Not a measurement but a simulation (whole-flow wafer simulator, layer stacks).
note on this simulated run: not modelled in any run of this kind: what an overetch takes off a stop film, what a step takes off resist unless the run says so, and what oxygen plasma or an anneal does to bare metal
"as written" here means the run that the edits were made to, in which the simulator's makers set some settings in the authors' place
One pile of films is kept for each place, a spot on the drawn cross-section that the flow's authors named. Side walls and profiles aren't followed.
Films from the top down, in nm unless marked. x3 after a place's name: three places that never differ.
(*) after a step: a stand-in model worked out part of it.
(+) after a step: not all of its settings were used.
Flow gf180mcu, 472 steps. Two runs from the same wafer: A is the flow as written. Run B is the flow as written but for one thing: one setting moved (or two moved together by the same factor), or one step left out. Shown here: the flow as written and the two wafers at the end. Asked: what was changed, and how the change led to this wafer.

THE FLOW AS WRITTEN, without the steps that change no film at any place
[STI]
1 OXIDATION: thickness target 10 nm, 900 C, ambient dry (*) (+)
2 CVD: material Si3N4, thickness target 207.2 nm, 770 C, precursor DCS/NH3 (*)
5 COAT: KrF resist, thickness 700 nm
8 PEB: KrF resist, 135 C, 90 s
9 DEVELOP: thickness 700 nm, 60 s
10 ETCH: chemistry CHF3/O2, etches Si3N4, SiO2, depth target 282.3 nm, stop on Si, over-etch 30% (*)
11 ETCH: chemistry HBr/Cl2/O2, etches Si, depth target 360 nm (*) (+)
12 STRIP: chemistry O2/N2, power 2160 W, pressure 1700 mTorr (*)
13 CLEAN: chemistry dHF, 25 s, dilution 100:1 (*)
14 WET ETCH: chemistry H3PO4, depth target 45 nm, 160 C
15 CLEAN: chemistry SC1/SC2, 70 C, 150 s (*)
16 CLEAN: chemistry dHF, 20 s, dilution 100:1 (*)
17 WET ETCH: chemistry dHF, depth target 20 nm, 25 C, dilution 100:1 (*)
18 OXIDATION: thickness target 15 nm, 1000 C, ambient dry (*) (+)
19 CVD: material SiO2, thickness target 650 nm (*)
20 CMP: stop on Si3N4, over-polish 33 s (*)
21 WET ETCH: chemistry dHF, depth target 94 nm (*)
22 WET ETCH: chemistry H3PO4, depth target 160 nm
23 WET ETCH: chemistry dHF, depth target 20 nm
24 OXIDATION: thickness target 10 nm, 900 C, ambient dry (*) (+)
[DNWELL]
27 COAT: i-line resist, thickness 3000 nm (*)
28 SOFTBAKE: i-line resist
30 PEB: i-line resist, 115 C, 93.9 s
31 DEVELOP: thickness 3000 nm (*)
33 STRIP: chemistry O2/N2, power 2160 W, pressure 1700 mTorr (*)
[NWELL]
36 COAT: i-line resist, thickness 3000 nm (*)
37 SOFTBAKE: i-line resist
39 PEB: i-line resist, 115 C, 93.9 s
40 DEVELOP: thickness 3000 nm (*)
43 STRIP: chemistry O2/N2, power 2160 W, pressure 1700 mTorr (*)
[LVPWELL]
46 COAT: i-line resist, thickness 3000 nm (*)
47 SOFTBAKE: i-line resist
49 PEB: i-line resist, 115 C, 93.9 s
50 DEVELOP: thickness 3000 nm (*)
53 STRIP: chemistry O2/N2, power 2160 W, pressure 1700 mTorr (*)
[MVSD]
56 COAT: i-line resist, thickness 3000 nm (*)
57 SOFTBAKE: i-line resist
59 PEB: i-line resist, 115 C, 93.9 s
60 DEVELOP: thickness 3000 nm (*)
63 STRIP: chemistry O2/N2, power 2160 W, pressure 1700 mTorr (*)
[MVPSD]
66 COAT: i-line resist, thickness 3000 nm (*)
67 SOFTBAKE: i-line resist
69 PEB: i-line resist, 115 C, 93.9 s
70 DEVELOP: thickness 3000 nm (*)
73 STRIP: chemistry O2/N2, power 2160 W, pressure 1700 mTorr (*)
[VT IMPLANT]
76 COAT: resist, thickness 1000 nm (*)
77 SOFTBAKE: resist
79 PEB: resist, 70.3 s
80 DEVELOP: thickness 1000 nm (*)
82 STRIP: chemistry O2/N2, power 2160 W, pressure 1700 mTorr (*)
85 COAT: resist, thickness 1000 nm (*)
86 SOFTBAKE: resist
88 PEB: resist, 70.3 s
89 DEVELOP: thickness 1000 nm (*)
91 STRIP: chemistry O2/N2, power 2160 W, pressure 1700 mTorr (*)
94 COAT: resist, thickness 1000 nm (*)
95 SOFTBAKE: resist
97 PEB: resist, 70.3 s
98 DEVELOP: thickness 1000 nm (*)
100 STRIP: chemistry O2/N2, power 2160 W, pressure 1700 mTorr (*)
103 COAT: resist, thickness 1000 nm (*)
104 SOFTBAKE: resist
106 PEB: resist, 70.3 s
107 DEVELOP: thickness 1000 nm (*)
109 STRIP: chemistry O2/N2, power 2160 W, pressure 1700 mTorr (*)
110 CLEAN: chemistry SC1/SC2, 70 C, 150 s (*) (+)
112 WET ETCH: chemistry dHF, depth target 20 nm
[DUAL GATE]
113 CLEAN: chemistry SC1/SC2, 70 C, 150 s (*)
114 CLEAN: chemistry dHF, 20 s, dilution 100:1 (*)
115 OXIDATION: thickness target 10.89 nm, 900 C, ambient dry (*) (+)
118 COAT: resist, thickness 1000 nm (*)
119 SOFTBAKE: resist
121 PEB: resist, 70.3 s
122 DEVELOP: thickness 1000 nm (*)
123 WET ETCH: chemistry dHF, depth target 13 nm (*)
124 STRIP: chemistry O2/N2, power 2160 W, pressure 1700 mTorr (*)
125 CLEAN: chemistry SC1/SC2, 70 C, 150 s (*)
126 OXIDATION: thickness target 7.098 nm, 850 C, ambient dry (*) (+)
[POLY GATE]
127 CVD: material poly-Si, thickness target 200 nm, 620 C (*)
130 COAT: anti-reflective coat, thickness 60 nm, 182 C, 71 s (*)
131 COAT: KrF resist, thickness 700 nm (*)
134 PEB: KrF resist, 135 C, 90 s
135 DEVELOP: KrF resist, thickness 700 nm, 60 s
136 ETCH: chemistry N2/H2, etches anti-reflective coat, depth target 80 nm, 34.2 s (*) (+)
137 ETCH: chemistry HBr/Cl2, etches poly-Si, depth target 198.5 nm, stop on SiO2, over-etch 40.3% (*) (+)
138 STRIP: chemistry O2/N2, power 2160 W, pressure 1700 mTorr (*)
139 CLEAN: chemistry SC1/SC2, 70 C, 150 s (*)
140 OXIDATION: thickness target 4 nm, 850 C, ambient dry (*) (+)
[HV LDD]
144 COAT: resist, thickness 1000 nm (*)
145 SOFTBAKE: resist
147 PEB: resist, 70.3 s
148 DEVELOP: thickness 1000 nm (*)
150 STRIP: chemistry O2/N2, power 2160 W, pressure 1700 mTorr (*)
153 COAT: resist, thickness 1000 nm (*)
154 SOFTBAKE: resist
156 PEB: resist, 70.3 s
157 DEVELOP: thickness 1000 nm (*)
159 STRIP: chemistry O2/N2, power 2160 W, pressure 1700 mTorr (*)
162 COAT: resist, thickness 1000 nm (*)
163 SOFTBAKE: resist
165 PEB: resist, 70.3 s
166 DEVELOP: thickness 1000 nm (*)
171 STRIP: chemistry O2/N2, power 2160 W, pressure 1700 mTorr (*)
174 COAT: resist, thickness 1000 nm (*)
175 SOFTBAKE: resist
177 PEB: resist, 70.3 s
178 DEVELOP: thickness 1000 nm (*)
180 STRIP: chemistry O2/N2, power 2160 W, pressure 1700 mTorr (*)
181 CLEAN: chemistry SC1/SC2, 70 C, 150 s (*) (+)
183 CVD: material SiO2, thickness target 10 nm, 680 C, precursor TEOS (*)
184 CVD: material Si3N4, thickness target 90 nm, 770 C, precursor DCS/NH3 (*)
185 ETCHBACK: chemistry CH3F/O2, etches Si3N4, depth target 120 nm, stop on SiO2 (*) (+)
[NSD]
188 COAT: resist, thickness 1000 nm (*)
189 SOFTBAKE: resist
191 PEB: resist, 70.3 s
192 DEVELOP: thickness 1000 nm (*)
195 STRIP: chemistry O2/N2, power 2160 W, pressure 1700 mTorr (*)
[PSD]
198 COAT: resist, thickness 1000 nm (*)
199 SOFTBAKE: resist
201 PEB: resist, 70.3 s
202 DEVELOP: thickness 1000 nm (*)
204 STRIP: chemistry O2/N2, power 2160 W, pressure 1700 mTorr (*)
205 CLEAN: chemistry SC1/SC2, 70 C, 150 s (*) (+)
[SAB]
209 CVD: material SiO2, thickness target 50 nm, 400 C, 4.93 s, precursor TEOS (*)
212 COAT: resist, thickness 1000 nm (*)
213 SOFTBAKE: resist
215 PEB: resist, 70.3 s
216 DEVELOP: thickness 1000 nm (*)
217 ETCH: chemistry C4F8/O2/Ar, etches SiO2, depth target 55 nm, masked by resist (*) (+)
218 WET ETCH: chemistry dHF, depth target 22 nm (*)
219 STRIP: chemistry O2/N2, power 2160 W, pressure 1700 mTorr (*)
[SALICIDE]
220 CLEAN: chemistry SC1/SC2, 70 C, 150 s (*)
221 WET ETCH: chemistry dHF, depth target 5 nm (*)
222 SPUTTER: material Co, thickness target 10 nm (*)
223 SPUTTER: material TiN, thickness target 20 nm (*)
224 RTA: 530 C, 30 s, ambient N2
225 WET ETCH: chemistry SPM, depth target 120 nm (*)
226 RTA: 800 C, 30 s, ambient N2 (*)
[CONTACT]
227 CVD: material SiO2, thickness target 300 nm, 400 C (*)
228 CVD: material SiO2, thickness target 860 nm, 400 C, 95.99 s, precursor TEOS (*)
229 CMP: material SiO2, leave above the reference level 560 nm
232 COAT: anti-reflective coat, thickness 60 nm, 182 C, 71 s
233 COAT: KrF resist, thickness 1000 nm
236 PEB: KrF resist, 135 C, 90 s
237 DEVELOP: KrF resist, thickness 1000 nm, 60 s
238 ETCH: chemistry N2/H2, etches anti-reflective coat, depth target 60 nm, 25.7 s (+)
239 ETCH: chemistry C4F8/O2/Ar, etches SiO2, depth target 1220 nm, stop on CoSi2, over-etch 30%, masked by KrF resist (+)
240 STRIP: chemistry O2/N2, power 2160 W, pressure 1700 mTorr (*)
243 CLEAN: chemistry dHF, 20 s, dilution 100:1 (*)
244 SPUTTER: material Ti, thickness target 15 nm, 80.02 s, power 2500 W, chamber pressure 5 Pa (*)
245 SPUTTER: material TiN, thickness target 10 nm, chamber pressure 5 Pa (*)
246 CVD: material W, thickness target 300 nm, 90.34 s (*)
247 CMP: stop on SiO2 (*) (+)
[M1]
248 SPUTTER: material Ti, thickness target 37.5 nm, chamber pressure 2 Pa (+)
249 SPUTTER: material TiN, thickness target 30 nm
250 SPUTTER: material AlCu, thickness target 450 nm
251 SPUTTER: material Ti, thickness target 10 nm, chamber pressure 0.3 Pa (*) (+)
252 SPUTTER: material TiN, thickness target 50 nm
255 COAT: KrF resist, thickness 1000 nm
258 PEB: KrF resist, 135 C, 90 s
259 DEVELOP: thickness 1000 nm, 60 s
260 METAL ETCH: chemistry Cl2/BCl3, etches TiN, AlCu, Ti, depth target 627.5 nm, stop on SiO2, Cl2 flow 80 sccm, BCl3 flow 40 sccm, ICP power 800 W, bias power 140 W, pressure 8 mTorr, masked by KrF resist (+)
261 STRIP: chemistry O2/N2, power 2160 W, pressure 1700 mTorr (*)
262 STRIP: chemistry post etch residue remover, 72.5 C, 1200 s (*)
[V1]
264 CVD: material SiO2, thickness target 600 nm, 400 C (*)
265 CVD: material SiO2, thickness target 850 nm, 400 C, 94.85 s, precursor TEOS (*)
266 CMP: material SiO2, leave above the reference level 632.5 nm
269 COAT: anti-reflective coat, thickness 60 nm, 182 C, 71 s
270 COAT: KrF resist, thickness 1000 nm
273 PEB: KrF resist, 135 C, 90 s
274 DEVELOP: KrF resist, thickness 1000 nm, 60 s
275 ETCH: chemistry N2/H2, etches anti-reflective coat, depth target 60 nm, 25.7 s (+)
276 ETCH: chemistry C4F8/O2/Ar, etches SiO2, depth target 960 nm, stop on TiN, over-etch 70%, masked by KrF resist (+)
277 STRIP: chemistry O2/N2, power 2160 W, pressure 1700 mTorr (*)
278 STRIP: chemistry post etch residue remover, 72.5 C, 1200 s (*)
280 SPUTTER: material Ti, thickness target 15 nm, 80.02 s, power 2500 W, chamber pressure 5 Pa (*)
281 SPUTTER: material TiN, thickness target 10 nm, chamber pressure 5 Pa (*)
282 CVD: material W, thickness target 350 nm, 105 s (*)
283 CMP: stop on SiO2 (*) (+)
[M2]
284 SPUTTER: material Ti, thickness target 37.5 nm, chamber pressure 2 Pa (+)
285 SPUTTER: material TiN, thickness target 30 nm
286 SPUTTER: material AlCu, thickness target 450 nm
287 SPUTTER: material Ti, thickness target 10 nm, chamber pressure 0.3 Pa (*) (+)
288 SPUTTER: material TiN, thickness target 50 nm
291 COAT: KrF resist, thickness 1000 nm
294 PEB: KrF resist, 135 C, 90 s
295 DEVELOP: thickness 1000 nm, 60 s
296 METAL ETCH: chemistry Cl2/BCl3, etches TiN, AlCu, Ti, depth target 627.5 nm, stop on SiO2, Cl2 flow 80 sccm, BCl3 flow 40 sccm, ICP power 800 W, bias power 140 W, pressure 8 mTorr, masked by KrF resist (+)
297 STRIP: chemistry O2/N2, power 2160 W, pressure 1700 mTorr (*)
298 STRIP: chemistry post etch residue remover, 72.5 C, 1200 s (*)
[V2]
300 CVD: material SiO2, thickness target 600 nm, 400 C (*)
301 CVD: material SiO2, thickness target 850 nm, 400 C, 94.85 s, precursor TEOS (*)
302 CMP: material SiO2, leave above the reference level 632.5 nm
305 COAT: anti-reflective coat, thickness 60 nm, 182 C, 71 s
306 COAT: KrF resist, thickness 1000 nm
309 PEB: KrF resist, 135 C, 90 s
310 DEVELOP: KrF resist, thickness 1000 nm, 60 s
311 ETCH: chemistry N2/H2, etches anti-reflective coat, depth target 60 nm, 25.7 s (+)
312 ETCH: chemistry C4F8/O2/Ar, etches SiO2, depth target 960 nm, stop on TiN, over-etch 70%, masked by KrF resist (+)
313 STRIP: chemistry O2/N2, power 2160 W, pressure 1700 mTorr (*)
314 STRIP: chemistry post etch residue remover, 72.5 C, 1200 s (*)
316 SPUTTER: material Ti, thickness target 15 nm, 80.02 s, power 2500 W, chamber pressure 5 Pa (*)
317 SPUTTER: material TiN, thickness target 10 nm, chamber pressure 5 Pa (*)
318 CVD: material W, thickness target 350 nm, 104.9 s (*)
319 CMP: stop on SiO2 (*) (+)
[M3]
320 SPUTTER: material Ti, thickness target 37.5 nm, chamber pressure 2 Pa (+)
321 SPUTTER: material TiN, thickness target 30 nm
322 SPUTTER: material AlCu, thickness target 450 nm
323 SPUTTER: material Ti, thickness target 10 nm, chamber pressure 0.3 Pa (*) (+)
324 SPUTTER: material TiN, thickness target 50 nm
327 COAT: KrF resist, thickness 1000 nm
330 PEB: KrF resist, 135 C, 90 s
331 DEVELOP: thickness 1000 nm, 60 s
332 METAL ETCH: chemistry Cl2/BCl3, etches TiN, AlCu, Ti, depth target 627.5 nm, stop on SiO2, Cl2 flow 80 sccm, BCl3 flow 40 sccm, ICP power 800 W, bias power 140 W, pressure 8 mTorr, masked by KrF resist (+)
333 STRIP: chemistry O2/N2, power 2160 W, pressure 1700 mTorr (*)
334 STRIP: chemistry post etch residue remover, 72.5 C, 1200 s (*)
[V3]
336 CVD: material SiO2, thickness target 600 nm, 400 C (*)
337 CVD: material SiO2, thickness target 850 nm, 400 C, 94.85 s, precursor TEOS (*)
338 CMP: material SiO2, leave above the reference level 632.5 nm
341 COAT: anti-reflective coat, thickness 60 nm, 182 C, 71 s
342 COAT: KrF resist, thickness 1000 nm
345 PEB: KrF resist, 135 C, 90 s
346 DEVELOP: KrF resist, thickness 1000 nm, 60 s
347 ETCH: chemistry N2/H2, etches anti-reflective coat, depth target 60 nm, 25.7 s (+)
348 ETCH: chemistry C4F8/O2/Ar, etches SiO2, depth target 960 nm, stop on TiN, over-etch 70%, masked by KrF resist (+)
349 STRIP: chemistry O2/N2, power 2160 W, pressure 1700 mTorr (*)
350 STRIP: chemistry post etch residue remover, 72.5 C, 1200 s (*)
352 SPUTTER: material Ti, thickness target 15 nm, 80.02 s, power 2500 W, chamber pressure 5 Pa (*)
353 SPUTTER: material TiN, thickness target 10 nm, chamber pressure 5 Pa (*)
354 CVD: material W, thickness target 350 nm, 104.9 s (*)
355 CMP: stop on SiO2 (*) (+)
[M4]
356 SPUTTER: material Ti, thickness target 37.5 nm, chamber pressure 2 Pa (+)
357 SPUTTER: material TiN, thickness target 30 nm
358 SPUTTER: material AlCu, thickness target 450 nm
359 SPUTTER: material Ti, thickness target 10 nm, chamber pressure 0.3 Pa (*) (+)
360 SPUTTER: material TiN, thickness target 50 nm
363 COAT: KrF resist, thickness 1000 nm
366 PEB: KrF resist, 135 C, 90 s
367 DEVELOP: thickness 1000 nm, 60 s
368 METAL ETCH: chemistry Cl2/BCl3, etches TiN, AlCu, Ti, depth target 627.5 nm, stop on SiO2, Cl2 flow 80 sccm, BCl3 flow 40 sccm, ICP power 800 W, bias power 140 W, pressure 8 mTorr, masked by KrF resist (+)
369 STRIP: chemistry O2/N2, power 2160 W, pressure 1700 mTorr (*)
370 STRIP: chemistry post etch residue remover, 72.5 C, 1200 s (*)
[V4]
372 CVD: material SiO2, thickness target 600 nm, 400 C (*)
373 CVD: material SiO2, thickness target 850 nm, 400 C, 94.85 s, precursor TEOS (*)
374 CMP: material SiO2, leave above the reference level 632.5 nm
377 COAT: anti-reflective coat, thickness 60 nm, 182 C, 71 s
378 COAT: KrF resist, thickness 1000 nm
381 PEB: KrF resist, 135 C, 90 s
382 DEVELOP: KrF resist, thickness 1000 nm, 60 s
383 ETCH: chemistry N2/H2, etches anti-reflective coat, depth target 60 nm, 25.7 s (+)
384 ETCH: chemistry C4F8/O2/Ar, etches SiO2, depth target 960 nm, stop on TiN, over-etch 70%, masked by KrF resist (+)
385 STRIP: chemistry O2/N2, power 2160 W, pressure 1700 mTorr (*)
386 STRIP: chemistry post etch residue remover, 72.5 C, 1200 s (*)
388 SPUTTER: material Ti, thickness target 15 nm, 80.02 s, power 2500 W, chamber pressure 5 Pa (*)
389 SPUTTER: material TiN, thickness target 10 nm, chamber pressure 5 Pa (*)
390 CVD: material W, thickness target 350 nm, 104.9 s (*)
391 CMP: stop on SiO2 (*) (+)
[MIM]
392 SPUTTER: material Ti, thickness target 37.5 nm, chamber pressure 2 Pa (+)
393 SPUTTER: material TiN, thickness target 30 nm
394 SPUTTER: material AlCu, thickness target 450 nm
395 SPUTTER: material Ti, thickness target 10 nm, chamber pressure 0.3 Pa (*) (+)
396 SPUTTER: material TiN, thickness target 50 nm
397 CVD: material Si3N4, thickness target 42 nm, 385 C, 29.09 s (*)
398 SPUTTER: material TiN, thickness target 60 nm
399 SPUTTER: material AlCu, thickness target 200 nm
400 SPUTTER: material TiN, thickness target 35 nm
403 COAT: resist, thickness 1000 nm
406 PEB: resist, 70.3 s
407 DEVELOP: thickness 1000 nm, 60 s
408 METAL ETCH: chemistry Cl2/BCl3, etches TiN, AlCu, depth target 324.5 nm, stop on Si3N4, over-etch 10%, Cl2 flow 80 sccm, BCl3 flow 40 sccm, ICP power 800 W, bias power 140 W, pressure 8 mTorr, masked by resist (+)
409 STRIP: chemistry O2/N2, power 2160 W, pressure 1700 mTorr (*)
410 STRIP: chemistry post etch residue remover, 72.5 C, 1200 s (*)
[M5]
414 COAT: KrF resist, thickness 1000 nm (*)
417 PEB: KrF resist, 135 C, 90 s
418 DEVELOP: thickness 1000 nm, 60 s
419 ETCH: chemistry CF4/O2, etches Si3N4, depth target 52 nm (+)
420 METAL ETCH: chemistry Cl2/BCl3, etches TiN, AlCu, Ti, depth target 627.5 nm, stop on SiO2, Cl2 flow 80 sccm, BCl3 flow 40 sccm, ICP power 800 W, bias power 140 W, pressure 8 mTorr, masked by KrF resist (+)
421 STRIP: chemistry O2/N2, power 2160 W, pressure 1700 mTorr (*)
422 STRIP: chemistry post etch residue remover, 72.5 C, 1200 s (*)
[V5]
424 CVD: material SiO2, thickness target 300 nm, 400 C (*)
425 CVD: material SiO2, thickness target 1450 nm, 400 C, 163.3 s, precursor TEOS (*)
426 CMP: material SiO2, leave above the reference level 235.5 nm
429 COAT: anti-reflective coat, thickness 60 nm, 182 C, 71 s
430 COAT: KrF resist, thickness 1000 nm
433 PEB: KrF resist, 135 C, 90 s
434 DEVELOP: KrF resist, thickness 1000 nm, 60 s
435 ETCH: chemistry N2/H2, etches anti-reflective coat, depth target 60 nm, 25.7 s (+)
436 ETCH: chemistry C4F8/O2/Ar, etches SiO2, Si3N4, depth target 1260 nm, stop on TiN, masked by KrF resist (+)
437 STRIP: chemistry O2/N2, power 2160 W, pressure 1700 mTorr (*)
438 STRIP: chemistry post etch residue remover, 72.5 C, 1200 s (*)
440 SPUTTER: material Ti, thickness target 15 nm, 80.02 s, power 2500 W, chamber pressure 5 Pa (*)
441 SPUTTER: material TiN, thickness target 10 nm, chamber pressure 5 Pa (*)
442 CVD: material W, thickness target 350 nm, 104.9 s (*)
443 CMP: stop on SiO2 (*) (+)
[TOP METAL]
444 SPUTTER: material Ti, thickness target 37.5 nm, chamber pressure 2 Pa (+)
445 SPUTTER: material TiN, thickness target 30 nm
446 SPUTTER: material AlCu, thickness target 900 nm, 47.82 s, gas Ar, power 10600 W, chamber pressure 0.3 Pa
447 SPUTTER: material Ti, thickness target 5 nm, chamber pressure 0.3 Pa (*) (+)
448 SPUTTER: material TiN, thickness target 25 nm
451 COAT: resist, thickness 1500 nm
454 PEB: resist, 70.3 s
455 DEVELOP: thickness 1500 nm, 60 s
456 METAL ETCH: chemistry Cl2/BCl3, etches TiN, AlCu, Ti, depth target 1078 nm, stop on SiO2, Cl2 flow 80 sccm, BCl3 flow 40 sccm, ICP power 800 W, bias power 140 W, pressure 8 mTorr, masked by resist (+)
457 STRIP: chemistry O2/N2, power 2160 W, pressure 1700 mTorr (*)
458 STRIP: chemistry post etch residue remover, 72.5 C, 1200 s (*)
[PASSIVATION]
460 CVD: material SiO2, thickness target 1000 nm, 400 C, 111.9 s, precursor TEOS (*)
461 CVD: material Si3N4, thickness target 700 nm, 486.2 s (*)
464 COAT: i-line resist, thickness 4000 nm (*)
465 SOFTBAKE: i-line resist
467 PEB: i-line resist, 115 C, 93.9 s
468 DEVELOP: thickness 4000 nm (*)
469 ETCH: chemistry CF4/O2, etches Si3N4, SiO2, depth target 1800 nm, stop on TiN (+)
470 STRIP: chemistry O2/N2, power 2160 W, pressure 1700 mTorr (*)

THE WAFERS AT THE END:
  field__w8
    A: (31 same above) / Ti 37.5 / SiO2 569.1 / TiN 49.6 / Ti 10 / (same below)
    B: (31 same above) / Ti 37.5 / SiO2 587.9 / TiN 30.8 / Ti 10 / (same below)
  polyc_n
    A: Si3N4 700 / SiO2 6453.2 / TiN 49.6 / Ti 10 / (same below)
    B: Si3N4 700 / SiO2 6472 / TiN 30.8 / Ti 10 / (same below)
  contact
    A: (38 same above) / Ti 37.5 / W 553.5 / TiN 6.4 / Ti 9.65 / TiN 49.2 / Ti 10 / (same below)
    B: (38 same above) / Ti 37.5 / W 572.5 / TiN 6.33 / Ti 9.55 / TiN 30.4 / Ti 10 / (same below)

The cause: step 252, SPUTTER: thickness target 31.2 nm was run, where the flow has thickness target 50 nm.

How the change led to this, step by step:
  252 SPUTTER: material TiN, thickness target 50 nm
      field, field__w1, field__w2 and 108 more: A TiN +50 (new film) | B TiN +31.2 (new film)
  260 METAL ETCH: chemistry Cl2/BCl3, etches TiN, AlCu, Ti, depth target 627.5 nm, stop on SiO2, Cl2 flow 80 sccm, BCl3 flow 40 sccm, ICP power 800 W, bias power 140 W, pressure 8 mTorr, masked by KrF resist (+)
      field, field__w1, field__w2 and 99 more: A TiN -50 (all of it), Ti -10 (all of it), AlCu -450 (all of it), TiN -30 (all of it), Ti -37.5 (all of it) | B TiN -31.2 (all of it), Ti -10 (all of it), AlCu -450 (all of it), TiN -30 (all of it), Ti -37.5 (all of it)
  266 CMP: material SiO2, leave above the reference level 632.5 nm
      field__w8, contact, m1 and 6 more: A SiO2 -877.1 | B SiO2 -858.3
  276 ETCH: chemistry C4F8/O2/Ar, etches SiO2, depth target 960 nm, stop on TiN, over-etch 70%, masked by KrF resist (+)
      contact: A SiO2 -572.5 (all of it) | B SiO2 -591.3 (all of it)
